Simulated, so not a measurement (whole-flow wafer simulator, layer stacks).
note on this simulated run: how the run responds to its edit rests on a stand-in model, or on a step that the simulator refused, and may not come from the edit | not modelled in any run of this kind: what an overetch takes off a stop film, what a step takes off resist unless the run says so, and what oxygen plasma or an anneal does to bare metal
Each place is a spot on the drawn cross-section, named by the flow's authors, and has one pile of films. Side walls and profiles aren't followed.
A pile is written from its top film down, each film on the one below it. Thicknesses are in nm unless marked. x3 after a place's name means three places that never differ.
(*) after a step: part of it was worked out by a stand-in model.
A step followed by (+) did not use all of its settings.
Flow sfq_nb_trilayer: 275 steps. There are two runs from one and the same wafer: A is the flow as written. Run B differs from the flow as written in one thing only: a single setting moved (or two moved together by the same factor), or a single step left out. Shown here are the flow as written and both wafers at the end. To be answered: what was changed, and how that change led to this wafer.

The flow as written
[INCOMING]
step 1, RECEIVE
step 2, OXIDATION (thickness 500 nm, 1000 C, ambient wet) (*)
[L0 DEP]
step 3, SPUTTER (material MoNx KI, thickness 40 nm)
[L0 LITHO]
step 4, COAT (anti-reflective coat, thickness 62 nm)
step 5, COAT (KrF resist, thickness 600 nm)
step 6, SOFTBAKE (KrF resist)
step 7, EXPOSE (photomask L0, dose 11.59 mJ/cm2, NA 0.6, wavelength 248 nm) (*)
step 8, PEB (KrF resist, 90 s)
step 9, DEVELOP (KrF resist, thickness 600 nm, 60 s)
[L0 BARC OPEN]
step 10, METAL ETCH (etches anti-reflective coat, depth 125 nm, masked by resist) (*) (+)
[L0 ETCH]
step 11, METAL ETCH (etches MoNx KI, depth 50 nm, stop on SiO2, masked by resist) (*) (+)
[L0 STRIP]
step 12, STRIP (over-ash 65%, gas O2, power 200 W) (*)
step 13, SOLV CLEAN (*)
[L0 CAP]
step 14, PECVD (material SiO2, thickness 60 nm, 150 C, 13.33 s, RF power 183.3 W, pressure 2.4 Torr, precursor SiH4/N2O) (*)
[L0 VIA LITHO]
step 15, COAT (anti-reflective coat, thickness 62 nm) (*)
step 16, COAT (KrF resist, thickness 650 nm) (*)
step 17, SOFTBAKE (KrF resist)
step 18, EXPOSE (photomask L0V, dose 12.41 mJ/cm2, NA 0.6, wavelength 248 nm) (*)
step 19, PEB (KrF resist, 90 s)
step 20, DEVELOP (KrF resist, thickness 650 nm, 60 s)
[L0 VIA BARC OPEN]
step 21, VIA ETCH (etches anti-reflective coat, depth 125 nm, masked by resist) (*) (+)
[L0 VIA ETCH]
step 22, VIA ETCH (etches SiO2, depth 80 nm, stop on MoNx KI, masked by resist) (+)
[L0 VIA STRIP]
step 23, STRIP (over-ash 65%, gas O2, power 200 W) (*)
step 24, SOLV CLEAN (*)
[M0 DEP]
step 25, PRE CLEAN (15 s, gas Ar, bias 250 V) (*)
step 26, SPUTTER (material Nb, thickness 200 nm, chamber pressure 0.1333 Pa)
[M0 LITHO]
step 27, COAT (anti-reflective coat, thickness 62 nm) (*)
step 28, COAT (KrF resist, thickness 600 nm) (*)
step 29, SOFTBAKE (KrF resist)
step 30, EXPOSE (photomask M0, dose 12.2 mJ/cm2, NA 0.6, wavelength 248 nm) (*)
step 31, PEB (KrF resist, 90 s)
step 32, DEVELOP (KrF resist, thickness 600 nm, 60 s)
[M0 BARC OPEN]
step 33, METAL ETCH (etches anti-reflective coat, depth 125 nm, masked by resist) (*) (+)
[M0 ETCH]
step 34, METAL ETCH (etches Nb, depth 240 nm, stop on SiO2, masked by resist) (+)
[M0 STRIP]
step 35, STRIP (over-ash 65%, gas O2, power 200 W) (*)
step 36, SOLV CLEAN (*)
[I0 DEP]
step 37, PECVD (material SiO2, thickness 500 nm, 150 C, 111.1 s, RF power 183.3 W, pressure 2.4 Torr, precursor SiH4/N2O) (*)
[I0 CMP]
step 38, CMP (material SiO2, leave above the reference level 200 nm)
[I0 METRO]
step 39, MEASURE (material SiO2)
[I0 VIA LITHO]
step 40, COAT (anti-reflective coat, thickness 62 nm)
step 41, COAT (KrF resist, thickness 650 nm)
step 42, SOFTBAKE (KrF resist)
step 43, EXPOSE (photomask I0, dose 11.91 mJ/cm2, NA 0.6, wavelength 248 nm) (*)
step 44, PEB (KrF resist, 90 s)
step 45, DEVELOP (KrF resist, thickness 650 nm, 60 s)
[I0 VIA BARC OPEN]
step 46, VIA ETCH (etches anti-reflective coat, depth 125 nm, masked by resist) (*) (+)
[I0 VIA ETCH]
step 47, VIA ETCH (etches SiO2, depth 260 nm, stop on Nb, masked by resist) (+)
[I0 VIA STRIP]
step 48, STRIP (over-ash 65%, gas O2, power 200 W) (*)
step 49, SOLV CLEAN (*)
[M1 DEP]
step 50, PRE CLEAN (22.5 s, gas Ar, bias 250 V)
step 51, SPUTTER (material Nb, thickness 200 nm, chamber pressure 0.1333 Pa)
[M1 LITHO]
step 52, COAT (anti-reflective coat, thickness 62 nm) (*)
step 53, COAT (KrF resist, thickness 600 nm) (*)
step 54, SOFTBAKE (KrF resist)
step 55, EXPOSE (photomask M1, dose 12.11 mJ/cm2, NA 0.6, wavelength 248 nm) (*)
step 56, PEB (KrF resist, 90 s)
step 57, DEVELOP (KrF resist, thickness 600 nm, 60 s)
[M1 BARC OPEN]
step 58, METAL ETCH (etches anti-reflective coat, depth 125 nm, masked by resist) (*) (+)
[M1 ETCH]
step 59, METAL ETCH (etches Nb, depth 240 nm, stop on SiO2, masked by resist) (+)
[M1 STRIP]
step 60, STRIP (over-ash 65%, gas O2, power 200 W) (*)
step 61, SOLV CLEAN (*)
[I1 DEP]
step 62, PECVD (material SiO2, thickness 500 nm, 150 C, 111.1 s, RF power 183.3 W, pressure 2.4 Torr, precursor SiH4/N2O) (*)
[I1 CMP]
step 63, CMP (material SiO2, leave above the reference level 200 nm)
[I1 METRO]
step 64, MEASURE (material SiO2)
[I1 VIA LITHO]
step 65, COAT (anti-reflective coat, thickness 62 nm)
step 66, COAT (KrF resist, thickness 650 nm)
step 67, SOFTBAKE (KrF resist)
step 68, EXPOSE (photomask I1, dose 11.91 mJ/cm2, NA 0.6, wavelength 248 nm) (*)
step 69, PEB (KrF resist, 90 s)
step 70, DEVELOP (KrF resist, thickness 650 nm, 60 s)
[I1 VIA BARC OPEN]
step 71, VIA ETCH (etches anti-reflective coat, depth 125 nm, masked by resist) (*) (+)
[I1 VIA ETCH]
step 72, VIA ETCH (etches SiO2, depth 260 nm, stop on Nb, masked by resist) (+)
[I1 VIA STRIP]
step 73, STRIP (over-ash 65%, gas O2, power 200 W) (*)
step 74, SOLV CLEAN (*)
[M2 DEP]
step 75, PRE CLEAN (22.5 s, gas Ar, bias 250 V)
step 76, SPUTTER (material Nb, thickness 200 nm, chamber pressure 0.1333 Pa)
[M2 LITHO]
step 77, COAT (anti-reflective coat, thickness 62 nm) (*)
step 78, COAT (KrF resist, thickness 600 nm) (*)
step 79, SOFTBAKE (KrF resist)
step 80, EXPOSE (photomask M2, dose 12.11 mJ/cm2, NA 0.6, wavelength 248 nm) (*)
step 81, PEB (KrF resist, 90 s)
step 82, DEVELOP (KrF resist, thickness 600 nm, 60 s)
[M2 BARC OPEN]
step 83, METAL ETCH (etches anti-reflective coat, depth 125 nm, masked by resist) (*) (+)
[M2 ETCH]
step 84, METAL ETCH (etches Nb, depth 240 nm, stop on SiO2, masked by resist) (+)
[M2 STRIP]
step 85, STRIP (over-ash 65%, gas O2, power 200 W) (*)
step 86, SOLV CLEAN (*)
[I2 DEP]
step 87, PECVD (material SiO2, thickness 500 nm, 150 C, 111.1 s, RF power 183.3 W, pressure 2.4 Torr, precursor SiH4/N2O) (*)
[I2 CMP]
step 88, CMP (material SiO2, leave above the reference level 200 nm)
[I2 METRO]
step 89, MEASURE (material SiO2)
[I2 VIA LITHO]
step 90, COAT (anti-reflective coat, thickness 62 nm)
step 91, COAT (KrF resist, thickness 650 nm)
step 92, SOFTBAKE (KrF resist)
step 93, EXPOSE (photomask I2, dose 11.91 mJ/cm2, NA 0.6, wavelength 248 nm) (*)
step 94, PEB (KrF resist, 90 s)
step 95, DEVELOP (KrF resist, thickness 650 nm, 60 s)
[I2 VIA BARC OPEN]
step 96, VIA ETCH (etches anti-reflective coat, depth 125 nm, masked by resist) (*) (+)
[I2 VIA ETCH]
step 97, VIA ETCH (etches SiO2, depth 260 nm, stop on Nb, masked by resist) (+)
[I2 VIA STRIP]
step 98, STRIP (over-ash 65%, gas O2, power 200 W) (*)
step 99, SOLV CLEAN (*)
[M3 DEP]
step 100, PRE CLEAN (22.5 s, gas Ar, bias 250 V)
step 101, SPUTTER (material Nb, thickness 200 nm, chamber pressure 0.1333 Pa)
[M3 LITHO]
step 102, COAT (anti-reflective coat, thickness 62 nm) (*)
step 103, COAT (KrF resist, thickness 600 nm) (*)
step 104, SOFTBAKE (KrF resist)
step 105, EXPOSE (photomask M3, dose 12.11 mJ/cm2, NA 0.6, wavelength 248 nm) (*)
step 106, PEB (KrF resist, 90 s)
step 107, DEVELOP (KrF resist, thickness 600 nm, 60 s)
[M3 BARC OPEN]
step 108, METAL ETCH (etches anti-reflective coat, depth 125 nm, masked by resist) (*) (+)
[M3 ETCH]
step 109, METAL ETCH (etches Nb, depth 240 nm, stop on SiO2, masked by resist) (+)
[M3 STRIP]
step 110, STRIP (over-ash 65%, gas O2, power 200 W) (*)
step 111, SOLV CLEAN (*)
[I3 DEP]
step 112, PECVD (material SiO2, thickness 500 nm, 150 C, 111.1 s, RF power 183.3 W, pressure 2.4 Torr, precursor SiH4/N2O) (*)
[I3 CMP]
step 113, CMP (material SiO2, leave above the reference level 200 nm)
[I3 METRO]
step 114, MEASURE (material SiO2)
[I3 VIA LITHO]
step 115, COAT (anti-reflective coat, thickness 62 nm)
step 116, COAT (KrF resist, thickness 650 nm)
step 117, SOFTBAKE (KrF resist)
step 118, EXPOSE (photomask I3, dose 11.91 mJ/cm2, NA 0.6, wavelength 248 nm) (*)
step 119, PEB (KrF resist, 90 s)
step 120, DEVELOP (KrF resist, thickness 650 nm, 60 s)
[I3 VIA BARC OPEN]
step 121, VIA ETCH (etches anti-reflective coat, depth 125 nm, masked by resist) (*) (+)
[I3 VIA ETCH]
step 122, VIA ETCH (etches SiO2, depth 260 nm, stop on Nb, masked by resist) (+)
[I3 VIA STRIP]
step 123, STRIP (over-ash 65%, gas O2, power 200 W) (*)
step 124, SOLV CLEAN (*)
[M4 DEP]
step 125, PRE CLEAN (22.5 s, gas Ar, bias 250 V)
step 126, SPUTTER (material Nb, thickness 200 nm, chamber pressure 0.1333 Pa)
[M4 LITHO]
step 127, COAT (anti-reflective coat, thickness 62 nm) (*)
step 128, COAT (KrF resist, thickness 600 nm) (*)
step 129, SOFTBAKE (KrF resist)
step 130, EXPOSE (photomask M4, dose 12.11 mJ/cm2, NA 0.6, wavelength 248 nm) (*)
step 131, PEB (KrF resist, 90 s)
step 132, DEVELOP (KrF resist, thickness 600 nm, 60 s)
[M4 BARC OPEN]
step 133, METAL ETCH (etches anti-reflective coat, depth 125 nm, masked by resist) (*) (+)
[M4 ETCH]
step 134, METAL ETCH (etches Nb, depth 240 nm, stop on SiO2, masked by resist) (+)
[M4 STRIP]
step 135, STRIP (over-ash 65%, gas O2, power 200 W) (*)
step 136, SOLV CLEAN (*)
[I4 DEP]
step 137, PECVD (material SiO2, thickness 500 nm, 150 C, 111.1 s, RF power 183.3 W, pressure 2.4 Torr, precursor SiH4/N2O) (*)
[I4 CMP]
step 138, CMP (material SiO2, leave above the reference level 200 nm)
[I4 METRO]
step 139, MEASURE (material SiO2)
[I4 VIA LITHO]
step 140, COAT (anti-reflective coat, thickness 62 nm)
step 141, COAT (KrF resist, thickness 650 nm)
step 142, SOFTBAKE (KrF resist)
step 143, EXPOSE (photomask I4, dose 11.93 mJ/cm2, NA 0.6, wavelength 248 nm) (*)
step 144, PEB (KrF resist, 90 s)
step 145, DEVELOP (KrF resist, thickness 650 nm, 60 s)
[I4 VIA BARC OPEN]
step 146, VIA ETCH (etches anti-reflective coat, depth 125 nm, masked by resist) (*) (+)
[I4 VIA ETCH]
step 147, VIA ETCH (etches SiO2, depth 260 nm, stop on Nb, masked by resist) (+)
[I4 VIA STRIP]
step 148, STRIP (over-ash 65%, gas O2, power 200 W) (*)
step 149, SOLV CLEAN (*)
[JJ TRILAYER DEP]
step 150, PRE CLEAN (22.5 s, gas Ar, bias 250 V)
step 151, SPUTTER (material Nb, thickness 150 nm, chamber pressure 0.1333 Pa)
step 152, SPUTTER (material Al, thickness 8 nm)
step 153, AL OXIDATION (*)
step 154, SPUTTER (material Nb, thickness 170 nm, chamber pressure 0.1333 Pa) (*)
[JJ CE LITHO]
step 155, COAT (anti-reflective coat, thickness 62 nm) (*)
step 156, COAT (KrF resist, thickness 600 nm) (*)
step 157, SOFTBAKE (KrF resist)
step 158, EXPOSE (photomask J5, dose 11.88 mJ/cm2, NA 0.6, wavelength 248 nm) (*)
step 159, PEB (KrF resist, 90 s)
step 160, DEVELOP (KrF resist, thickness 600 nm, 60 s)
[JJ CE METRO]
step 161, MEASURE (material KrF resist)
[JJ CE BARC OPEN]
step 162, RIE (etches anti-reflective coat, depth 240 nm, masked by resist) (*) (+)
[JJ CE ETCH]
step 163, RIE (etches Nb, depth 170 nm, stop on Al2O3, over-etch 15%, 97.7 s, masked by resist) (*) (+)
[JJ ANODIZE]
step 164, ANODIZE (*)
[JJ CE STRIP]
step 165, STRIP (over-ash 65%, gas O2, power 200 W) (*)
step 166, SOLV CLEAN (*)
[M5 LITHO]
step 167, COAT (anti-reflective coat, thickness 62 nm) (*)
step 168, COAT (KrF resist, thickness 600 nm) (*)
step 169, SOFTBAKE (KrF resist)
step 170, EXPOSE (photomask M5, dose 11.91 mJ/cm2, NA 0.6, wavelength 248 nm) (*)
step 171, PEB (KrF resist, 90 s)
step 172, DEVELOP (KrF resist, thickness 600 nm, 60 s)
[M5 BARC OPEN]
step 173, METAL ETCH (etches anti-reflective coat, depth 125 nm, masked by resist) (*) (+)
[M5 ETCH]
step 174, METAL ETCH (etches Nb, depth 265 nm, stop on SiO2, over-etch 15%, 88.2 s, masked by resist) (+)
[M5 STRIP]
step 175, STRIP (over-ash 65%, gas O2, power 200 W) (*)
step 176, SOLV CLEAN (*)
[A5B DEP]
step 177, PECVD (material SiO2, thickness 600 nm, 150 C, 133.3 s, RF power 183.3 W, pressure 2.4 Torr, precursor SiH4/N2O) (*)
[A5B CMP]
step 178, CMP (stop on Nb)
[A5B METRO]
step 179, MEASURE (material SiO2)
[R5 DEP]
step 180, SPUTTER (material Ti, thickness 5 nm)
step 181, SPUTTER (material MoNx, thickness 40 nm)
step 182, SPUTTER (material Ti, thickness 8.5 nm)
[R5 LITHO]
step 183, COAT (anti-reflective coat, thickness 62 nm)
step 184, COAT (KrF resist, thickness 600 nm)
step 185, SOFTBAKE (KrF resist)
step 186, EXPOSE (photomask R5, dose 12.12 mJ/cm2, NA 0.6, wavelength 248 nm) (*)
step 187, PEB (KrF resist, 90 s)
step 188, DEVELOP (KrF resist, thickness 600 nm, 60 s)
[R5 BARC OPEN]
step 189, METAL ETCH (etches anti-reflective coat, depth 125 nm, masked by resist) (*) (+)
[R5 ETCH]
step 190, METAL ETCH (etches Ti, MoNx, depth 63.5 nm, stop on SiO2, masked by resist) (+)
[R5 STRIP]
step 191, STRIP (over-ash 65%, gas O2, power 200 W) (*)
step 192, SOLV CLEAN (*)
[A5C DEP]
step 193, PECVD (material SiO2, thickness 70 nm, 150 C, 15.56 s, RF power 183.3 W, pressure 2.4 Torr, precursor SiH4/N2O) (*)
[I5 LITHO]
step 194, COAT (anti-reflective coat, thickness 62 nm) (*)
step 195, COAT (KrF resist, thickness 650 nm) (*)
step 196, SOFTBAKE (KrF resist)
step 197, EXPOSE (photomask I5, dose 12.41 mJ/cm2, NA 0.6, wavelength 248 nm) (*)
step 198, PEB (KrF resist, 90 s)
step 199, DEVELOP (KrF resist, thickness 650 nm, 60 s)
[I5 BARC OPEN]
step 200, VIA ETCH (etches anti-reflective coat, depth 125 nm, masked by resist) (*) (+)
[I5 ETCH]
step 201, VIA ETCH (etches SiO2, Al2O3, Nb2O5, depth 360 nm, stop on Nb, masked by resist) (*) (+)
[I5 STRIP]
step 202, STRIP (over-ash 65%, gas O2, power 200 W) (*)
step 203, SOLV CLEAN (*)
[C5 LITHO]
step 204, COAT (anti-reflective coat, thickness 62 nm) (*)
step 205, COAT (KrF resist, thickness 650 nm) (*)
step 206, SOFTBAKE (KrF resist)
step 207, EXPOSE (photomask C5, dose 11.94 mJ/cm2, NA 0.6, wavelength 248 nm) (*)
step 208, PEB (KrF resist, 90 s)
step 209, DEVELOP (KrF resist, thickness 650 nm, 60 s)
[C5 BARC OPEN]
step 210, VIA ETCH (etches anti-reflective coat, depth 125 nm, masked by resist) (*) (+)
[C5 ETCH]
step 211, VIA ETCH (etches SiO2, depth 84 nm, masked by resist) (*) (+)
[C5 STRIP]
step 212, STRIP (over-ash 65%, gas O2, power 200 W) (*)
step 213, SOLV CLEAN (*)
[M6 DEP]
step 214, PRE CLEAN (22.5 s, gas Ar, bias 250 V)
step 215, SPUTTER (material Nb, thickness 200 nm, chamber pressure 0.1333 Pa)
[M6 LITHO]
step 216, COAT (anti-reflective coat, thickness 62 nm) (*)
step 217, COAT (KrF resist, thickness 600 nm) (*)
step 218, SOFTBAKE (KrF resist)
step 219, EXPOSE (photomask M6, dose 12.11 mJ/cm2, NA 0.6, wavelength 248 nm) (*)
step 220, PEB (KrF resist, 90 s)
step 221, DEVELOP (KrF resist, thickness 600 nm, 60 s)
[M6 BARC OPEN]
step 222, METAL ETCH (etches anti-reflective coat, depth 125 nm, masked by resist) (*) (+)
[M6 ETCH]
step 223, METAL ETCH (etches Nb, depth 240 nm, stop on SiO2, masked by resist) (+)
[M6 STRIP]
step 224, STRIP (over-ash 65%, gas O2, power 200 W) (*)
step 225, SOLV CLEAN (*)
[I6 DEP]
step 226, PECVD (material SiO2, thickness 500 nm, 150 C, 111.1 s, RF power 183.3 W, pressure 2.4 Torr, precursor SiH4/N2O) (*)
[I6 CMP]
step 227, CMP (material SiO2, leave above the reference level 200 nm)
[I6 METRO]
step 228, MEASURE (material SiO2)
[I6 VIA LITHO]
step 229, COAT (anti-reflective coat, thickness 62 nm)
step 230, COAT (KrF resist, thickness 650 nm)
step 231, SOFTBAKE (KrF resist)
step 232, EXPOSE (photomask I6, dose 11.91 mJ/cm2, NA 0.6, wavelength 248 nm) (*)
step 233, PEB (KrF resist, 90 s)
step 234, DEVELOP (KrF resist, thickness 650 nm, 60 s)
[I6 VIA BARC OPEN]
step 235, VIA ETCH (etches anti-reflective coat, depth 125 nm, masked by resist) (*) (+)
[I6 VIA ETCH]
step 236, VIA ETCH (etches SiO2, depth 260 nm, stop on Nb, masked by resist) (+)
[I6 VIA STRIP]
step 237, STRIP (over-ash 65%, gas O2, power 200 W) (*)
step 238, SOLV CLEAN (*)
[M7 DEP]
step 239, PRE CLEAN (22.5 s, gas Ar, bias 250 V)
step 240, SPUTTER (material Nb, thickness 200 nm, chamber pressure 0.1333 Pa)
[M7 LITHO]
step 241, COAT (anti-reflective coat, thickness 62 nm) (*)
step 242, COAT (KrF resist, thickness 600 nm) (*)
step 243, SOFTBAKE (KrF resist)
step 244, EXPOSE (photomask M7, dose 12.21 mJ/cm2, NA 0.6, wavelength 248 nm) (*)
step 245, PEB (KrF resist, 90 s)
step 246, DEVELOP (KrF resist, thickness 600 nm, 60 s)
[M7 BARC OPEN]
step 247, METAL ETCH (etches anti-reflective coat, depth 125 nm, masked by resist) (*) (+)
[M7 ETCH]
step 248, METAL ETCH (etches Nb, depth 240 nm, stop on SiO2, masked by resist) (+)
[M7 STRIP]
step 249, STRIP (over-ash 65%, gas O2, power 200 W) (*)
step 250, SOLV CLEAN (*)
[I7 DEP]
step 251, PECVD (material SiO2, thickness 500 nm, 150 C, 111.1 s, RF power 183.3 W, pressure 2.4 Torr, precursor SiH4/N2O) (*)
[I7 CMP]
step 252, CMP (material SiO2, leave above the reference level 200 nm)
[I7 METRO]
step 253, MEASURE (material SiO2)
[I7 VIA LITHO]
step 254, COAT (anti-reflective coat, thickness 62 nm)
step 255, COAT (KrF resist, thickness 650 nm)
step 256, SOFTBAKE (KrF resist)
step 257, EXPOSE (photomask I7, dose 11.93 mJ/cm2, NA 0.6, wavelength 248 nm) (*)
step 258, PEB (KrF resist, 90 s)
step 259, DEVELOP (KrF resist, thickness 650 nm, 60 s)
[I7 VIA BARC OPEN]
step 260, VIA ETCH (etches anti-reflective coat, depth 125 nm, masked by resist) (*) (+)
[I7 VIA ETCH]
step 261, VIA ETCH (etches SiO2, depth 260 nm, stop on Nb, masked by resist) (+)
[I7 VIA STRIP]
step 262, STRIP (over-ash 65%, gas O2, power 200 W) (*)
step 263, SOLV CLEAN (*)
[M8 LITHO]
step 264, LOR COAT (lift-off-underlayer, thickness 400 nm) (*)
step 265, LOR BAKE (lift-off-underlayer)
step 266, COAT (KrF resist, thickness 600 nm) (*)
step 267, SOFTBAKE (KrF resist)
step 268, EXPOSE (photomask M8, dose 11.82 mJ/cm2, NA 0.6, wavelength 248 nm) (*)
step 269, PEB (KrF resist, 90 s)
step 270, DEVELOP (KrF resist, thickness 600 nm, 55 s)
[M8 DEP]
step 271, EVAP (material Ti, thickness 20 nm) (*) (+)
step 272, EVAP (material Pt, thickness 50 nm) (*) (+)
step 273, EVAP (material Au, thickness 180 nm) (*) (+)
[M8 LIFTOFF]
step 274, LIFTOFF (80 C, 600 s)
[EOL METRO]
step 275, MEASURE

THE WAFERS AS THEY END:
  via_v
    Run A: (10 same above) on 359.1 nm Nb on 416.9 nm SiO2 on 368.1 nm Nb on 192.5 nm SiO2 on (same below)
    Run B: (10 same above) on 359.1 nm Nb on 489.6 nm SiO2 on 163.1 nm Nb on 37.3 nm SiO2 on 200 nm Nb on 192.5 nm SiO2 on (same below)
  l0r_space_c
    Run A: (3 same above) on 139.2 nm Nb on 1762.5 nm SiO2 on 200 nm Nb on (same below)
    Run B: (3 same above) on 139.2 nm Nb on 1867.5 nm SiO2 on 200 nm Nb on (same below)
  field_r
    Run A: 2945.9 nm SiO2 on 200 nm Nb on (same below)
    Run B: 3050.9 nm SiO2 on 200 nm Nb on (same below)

The reason: step 63, CMP: leave above the reference level 305 nm was run, whereas the flow has leave above the reference level 200 nm.

How this came from the change, step by step:
  step 63, CMP (material SiO2, leave above the reference level 200 nm)
      field_l, be, be_sur and 72 more: A SiO2 loses 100 | B nothing
      lsp_m, ln_m6, lsp_r, l0_sur, l0v: A SiO2 loses 94.9 | B nothing
      (also at 26 further places)
  step 65, COAT (anti-reflective coat, thickness 62 nm)
      m5r_linepad_l, m5r_linepad_r: A anti-reflective coat gains 62 (new film) | B anti-reflective coat gains 64 (new film)
      r5r_spacepad_l, r5r_spacepad_r: A anti-reflective coat gains 62 (new film) | B anti-reflective coat gains 64.1 (new film)
      (also at 5 further places)
  step 72, VIA ETCH (etches SiO2, depth 260 nm, stop on Nb, masked by resist) (+)
      via_v: A SiO2 loses 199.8 (all of it) | B SiO2 loses 260
  step 73, STRIP (over-ash 65%, gas O2, power 200 W) (*)
      m5r_linepad_l, m5r_linepad_r: A KrF resist loses 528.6 (all of it), anti-reflective coat loses 62 (all of it) | B KrF resist loses 528 (all of it), anti-reflective coat loses 64 (all of it)
      r5r_spacepad_l, r5r_spacepad_r: A KrF resist loses 528.6 (all of it), anti-reflective coat loses 62 (all of it) | B KrF resist loses 528.3 (all of it), anti-reflective coat loses 64.1 (all of it)
      (also at 5 further places)
  step 75, PRE CLEAN (22.5 s, gas Ar, bias 250 V)
      via_v: A Nb loses 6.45 | B SiO2 loses 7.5
  step 76, SPUTTER (material Nb, thickness 200 nm, chamber pressure 0.1333 Pa)
      via_v: A Nb gains 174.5 | B Nb gains 163.1 (new film)
  step 77, COAT (anti-reflective coat, thickness 62 nm) (*)
      m5r_linepad_l, m5r_linepad_r: A anti-reflective coat gains 62 (new film) | B anti-reflective coat gains 63.8 (new film)
      r5r_spacepad_l, r5r_spacepad_r: A anti-reflective coat gains 62 (new film) | B anti-reflective coat gains 63.9 (new film)
      (also at 8 further places)
  step 78, COAT (KrF resist, thickness 600 nm) (*)
      via_v: A KrF resist gains 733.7 (new film) | B KrF resist gains 782 (new film)
  step 83, METAL ETCH (etches anti-reflective coat, depth 125 nm, masked by resist) (*) (+)
      m5r_linepad_l, m5r_linepad_r: A anti-reflective coat loses 62 (all of it) | B anti-reflective coat loses 63.8 (all of it)
      r5r_spacepad_l, r5r_spacepad_r: A anti-reflective coat loses 62 (all of it) | B anti-reflective coat loses 63.9 (all of it)
      (also at 4 further places)
  step 85, STRIP (over-ash 65%, gas O2, power 200 W) (*)
      v_sur: A KrF resist loses 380 (all of it), anti-reflective coat loses 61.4 (all of it) | B KrF resist loses 377.7 (all of it), anti-reflective coat loses 59.9 (all of it)
      via_sp: A KrF resist loses 374.4 (all of it), anti-reflective coat loses 53.2 (all of it) | B KrF resist loses 368.7 (all of it), anti-reflective coat loses 51.6 (all of it)
      (also at 2 further places)
  step 87, PECVD (material SiO2, thickness 500 nm, 150 C, 111.1 s, RF power 183.3 W, pressure 2.4 Torr, precursor SiH4/N2O) (*)
      via_v: A SiO2 gains 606 (new film) | B SiO2 gains 678.7 (new film)
  step 88, CMP (material SiO2, leave above the reference level 200 nm)
      field_l, be, be_sur and 72 more: A SiO2 loses 100 | B SiO2 loses 95
      lsp_m, ln_m6, lsp_r, l0_sur, l0v: A SiO2 loses 100 | B SiO2 loses 89.9
With metal films that touch counted as one body, via_v has 7 bodies (between them, from the top down: SiO2 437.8; SiO2 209 / Al2O3 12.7 / Nb2O5 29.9; SiO2 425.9; SiO2 489.6; SiO2 37.3; SiO2 192.5); the flow as written gives 6 bodies (between them, from the top down: SiO2 437.8; SiO2 209 / Al2O3 12.7 / Nb2O5 29.9; SiO2 425.9; SiO2 416.9; SiO2 192.5).
